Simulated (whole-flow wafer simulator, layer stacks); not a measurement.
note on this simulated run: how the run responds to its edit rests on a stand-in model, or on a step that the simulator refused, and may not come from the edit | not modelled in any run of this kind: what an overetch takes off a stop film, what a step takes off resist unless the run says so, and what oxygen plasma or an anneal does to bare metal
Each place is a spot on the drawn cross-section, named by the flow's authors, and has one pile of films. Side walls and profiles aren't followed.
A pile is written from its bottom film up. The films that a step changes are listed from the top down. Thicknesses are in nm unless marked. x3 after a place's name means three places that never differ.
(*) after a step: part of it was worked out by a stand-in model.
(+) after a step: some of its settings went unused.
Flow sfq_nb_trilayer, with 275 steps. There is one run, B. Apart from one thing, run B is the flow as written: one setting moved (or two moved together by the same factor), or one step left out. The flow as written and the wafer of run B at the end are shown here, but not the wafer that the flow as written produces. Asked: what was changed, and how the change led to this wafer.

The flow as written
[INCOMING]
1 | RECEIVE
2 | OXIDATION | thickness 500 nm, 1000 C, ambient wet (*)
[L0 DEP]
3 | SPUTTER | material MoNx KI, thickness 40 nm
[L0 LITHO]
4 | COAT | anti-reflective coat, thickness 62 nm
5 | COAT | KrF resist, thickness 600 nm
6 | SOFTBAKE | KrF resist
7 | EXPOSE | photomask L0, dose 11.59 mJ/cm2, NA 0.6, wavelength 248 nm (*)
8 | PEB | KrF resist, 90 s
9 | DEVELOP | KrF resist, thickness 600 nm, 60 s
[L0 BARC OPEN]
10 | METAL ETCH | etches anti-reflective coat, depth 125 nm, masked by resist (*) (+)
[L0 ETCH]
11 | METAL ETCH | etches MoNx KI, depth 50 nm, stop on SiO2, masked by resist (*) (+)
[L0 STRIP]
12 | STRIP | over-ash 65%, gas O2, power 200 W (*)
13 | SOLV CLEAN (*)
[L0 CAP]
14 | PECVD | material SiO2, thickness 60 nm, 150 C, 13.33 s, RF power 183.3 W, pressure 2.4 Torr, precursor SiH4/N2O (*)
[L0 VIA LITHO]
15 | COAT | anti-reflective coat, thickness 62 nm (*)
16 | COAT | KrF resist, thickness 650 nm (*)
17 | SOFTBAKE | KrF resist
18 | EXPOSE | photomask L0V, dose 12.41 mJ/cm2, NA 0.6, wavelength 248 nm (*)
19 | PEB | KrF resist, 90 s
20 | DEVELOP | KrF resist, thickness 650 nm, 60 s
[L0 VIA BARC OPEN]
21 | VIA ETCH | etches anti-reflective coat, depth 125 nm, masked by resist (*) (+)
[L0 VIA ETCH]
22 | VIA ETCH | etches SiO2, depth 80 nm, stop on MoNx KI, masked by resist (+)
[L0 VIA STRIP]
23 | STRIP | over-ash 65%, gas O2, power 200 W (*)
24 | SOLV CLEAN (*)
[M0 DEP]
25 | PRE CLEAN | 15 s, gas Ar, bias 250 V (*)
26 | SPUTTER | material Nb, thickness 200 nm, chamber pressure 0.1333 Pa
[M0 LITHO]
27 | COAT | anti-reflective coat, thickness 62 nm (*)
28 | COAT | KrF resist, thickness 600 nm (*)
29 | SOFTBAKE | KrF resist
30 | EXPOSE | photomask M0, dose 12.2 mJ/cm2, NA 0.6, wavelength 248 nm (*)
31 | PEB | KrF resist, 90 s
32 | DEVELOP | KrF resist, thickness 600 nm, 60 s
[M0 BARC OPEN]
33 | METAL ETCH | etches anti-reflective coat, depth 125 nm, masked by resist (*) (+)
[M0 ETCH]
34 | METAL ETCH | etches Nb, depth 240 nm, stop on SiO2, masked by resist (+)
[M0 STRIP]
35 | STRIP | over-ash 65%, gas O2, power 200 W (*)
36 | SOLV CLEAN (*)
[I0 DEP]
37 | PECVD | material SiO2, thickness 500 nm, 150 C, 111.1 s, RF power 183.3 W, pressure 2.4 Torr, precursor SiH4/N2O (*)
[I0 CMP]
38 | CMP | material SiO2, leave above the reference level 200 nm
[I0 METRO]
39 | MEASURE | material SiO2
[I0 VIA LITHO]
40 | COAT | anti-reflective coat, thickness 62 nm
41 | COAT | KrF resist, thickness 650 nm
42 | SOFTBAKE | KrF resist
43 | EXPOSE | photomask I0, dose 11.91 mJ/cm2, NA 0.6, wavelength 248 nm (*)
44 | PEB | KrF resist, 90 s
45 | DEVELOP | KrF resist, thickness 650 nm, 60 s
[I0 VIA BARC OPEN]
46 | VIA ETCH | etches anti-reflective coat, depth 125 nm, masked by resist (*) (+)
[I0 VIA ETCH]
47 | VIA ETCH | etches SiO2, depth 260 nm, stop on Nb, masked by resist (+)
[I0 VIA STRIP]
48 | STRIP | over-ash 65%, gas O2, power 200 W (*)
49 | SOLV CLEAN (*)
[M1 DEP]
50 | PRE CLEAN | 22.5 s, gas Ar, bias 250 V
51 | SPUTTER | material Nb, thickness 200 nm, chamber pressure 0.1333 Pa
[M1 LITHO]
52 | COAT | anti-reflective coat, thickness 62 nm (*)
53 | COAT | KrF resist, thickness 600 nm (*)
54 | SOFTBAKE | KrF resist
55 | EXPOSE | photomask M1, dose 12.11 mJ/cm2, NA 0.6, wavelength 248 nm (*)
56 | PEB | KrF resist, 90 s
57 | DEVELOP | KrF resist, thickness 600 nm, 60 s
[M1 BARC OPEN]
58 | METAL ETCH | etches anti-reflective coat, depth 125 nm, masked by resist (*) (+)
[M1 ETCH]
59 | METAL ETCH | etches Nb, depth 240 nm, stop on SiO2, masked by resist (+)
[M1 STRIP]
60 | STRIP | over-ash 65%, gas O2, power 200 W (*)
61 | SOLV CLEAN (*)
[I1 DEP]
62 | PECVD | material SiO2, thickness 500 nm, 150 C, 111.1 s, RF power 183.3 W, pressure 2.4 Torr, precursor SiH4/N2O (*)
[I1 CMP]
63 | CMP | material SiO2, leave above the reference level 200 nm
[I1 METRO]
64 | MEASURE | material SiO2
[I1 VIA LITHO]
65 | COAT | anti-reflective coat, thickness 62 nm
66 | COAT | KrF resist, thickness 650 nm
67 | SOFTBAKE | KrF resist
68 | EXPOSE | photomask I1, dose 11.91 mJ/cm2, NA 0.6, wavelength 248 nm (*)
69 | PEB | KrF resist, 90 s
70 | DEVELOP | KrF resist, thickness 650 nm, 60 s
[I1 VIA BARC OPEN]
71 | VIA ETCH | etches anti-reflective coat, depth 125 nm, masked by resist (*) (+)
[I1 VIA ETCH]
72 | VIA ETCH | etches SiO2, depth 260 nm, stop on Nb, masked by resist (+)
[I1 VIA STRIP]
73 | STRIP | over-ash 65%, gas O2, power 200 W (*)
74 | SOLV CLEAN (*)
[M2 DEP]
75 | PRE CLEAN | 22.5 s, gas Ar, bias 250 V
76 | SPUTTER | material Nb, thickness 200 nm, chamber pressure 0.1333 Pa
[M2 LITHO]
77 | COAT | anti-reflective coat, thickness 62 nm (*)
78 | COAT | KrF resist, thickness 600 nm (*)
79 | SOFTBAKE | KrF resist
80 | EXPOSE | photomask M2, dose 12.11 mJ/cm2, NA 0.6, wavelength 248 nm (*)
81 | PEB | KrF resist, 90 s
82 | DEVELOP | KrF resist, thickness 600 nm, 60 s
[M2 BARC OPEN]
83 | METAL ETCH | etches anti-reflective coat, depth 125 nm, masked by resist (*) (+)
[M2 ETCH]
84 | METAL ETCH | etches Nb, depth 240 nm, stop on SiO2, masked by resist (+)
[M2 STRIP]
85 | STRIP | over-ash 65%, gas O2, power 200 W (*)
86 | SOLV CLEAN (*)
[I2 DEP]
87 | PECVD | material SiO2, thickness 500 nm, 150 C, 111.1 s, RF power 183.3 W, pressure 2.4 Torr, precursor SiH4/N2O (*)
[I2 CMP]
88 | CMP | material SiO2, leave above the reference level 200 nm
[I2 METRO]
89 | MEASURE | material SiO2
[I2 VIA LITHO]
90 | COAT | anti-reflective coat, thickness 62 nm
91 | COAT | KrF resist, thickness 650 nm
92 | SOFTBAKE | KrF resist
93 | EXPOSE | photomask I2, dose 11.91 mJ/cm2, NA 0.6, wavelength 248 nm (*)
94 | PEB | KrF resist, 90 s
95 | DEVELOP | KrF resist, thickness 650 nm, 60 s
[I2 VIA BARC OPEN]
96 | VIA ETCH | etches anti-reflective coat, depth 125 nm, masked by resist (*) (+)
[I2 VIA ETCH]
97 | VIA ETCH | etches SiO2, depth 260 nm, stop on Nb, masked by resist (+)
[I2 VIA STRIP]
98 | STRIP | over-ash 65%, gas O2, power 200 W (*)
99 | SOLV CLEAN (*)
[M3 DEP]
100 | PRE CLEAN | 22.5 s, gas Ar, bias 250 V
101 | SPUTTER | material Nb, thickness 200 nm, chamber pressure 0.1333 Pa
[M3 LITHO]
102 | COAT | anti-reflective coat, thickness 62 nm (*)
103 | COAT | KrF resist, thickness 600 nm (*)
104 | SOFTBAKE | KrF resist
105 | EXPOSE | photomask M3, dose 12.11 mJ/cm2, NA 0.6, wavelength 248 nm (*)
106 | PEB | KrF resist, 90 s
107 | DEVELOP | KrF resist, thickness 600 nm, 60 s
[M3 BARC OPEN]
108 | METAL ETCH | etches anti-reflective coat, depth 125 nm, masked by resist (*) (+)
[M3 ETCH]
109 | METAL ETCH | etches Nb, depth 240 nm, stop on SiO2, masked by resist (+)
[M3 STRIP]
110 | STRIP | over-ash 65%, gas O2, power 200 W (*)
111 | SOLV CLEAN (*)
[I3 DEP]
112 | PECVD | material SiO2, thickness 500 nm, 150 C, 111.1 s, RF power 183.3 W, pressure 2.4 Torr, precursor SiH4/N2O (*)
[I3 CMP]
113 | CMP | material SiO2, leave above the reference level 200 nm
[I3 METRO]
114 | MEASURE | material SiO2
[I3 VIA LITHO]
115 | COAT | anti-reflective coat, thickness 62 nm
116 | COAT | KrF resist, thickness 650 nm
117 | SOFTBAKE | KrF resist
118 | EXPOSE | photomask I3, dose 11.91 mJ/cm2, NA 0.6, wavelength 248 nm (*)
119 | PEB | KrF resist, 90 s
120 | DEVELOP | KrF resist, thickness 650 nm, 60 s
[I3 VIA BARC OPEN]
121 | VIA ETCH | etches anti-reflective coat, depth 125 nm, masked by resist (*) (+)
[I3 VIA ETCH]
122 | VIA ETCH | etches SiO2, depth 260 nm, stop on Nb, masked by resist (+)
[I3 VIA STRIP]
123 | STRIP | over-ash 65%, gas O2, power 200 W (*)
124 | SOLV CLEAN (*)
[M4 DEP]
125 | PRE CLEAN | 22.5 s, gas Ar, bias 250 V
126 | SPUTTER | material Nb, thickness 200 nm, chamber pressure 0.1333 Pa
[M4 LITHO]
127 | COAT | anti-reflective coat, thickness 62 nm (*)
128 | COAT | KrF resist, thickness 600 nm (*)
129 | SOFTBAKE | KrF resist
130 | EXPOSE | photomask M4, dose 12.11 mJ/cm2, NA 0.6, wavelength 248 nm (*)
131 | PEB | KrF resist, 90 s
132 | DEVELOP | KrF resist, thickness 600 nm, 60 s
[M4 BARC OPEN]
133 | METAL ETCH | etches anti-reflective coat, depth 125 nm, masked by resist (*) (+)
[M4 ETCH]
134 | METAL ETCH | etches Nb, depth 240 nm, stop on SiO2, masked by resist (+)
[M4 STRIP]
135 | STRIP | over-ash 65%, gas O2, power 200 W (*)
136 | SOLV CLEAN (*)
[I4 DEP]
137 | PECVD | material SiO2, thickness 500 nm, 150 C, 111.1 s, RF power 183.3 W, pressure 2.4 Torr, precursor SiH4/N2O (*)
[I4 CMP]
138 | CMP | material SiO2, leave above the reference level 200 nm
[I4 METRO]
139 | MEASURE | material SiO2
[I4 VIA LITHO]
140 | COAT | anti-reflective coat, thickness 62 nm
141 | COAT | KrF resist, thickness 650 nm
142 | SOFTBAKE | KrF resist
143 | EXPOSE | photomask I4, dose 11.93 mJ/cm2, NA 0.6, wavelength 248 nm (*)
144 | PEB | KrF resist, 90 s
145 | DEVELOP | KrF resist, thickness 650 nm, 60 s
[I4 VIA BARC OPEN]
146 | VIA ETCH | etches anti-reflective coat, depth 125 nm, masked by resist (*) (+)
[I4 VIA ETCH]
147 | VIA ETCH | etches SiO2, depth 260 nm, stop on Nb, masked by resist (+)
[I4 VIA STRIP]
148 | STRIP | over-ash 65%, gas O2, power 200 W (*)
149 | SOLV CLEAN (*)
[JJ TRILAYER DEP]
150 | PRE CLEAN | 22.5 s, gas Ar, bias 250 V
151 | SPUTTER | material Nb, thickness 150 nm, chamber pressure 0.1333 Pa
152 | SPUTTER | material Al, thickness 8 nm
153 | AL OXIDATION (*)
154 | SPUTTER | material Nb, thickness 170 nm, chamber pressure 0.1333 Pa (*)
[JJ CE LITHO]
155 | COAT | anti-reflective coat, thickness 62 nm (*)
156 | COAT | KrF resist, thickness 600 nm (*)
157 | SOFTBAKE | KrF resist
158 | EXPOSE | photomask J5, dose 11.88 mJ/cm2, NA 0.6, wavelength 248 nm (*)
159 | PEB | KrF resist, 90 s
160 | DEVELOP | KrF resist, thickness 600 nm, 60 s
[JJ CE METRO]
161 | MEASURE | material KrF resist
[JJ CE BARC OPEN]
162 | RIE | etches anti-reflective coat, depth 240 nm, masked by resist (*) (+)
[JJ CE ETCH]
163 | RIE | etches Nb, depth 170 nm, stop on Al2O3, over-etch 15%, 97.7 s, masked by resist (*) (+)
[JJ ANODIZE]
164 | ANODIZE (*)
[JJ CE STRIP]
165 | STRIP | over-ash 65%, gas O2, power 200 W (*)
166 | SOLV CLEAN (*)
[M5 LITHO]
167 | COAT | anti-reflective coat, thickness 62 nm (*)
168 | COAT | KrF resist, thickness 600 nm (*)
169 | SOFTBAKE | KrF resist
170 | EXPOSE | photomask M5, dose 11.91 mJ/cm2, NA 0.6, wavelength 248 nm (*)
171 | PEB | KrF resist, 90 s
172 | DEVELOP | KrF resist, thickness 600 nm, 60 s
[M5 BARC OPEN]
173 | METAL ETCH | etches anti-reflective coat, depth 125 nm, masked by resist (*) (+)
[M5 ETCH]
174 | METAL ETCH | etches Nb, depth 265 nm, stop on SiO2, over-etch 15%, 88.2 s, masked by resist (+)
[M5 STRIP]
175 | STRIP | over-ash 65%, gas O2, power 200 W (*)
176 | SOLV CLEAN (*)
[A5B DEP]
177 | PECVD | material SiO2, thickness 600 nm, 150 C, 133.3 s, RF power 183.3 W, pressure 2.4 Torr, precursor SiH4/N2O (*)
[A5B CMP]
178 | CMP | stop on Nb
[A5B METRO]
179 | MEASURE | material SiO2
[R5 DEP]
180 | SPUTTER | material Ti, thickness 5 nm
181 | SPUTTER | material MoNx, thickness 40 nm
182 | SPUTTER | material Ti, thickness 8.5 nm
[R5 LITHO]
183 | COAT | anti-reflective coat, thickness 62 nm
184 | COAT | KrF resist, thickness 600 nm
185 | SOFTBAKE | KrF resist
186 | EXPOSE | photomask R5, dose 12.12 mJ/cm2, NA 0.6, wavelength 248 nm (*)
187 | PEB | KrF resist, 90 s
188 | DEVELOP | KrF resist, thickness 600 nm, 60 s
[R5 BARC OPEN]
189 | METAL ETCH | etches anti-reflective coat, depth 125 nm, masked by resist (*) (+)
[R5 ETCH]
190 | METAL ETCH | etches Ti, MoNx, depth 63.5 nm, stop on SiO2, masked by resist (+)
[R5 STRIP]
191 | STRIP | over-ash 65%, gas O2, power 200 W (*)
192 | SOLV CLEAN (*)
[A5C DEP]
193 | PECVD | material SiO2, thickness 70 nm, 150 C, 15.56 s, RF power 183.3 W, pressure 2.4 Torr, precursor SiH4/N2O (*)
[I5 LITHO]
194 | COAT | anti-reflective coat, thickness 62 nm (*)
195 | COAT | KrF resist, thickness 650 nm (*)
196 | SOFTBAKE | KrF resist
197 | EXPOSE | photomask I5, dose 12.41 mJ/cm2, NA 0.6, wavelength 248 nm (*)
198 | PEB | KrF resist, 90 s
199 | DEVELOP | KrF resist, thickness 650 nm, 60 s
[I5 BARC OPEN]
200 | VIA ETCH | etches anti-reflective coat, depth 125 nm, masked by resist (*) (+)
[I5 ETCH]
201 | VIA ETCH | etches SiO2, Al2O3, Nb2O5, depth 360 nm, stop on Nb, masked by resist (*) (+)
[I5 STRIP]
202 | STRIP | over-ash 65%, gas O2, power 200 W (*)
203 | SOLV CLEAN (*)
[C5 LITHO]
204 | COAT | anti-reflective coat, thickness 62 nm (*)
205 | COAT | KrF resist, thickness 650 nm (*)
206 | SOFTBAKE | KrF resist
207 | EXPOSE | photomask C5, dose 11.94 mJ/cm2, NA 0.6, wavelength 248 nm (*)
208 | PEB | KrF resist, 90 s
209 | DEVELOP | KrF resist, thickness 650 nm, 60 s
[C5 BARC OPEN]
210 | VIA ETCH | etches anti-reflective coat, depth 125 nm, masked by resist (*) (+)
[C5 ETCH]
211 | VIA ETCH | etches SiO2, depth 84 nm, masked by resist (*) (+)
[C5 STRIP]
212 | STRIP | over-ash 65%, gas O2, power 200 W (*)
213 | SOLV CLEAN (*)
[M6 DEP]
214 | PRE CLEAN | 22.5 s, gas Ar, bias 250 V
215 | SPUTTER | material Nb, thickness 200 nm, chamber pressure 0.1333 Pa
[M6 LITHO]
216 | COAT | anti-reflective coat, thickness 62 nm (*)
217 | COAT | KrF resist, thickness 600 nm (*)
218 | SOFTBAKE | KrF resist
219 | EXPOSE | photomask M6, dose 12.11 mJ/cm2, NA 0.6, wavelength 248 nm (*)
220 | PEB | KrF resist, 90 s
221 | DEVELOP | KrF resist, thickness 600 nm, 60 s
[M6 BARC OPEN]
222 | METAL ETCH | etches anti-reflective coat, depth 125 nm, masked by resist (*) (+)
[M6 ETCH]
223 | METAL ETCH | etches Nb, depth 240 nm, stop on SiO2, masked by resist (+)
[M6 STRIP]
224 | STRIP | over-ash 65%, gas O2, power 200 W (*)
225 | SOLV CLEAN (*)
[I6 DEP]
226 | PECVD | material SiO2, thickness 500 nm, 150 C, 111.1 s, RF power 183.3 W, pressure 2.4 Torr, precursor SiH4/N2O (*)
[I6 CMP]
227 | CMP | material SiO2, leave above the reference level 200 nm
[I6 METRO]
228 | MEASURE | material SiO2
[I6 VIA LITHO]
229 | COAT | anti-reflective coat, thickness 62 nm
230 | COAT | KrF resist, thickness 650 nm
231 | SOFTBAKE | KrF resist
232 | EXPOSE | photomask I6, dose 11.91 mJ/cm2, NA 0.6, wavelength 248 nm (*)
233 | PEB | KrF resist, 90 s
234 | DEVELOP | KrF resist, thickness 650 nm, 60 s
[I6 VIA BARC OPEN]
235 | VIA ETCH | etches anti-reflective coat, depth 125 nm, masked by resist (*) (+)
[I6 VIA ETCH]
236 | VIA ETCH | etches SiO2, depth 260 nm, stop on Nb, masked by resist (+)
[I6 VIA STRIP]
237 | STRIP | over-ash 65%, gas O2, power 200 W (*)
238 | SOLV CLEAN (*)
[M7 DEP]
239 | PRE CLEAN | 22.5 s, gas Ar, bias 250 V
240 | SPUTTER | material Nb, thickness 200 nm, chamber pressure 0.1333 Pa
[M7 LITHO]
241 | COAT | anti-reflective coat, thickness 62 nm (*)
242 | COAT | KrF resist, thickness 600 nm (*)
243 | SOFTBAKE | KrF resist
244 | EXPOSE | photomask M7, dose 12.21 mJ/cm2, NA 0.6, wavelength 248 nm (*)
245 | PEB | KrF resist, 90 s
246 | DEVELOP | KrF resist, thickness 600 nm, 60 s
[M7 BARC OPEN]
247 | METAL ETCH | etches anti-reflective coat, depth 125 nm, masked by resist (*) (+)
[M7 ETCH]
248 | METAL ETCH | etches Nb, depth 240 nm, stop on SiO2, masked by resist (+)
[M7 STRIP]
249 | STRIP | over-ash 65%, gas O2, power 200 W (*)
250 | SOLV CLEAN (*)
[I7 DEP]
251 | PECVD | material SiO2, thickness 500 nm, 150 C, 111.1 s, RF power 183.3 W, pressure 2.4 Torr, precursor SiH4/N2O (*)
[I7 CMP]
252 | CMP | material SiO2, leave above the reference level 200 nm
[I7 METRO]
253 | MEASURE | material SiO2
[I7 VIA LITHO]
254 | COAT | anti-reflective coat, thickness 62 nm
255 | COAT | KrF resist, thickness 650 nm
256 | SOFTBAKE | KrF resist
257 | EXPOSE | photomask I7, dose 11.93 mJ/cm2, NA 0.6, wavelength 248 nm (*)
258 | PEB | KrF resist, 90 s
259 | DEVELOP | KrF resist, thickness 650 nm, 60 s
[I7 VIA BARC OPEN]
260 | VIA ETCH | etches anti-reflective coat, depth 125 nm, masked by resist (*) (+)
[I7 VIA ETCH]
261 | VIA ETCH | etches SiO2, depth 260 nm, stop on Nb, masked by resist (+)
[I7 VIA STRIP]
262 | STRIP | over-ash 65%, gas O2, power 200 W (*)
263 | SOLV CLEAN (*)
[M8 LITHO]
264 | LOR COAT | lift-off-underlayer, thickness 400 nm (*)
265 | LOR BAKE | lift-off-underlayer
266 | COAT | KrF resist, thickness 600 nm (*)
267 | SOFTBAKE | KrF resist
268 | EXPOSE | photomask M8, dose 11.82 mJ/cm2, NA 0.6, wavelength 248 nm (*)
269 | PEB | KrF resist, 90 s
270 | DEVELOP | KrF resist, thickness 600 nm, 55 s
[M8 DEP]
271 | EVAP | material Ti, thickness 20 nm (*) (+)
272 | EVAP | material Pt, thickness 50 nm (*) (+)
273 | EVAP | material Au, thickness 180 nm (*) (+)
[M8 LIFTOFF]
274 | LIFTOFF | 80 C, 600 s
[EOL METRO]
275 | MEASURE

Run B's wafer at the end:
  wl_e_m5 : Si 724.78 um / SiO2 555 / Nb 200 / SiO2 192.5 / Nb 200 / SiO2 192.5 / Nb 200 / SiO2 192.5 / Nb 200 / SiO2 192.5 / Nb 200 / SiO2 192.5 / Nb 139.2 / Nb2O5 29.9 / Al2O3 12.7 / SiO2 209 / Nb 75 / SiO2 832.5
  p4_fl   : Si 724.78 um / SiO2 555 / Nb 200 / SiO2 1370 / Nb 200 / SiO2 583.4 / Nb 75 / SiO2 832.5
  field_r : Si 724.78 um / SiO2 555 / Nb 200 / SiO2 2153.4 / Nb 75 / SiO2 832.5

What caused this: step 215, SPUTTER: thickness 315 nm was run, whereas the flow has thickness 200 nm.

Step by step, how the change led to this:
  215 | SPUTTER | material Nb, thickness 200 nm, chamber pressure 0.1333 Pa
      field_l, v_sur, via_wl and 100 more: +315 Nb (new film) (in the flow as written it would be: +200 Nb (new film))
      be: +230.1 Nb (in the flow as written it would be: +147.3 Nb)
      (as well as at 2 more places)
  216 | COAT | anti-reflective coat, thickness 62 nm (*)
      be: +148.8 anti-reflective coat (new film) (in the flow as written it would be: +136.7 anti-reflective coat (new film))
      be_sur: +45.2 anti-reflective coat (new film) (in the flow as written it would be: +43.8 anti-reflective coat (new film))
      (as well as at 1 more place)
  217 | COAT | KrF resist, thickness 600 nm (*)
      be: +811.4 KrF resist (new film) (in the flow as written it would be: +793.9 KrF resist (new film))
  223 | METAL ETCH | etches Nb, depth 240 nm, stop on SiO2, masked by resist (+)
      field_l, gap, moat and 76 more: -240 Nb (in the flow as written it would be: -200 Nb (all of it))
  224 | STRIP | over-ash 65%, gas O2, power 200 W (*)
      be: -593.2 KrF resist (all of it), -148.8 anti-reflective coat (all of it) (in the flow as written it would be: -575.8 KrF resist (all of it), -136.7 anti-reflective coat (all of it))
      be_sur: -368.2 KrF resist (all of it), -45.2 anti-reflective coat (all of it) (in the flow as written it would be: -371.2 KrF resist (all of it), -43.8 anti-reflective coat (all of it))
      (as well as at 1 more place)
  226 | PECVD | material SiO2, thickness 500 nm, 150 C, 111.1 s, RF power 183.3 W, pressure 2.4 Torr, precursor SiH4/N2O (*)
      field_l, p4_fl, p4_fm and 62 more: +500 SiO2 (new film) (in the flow as written it would be: +500 SiO2)
      moat, field_r, lsp_l, ln_m5, lsp_m: +492.3 SiO2 (new film) (in the flow as written it would be: +493.6 SiO2)
      (as well as at 10 more places)
  227 | CMP | material SiO2, leave above the reference level 200 nm
      field_l, p4_fl, p4_fm and 59 more: -60 SiO2 (in the flow as written it would be: -100 SiO2)
      moat, field_r, lsp_l, ln_m5, lsp_m: -52.3 SiO2 (in the flow as written it would be: -93.6 SiO2)
      (as well as at 9 more places)
If metal films that touch count as one body, wl_e_m5 has 7 bodies (between them, from the top down: SiO2 209 / Al2O3 12.7 / Nb2O5 29.9; SiO2 192.5; SiO2 192.5; SiO2 192.5; SiO2 192.5; SiO2 192.5); the flow as written gives 6 bodies (between them, from the top down: SiO2 192.5; SiO2 192.5; SiO2 192.5; SiO2 192.5; SiO2 192.5).
If metal films that touch count as one body, p4_fl has 3 bodies (between them, from the top down: SiO2 583.4; SiO2 1370); the flow as written gives 2 bodies (between them, from the top down: SiO2 1370).
If metal films that touch count as one body, field_r has 2 bodies (between them, from the top down: SiO2 2153.4); the flow as written gives 1 body.
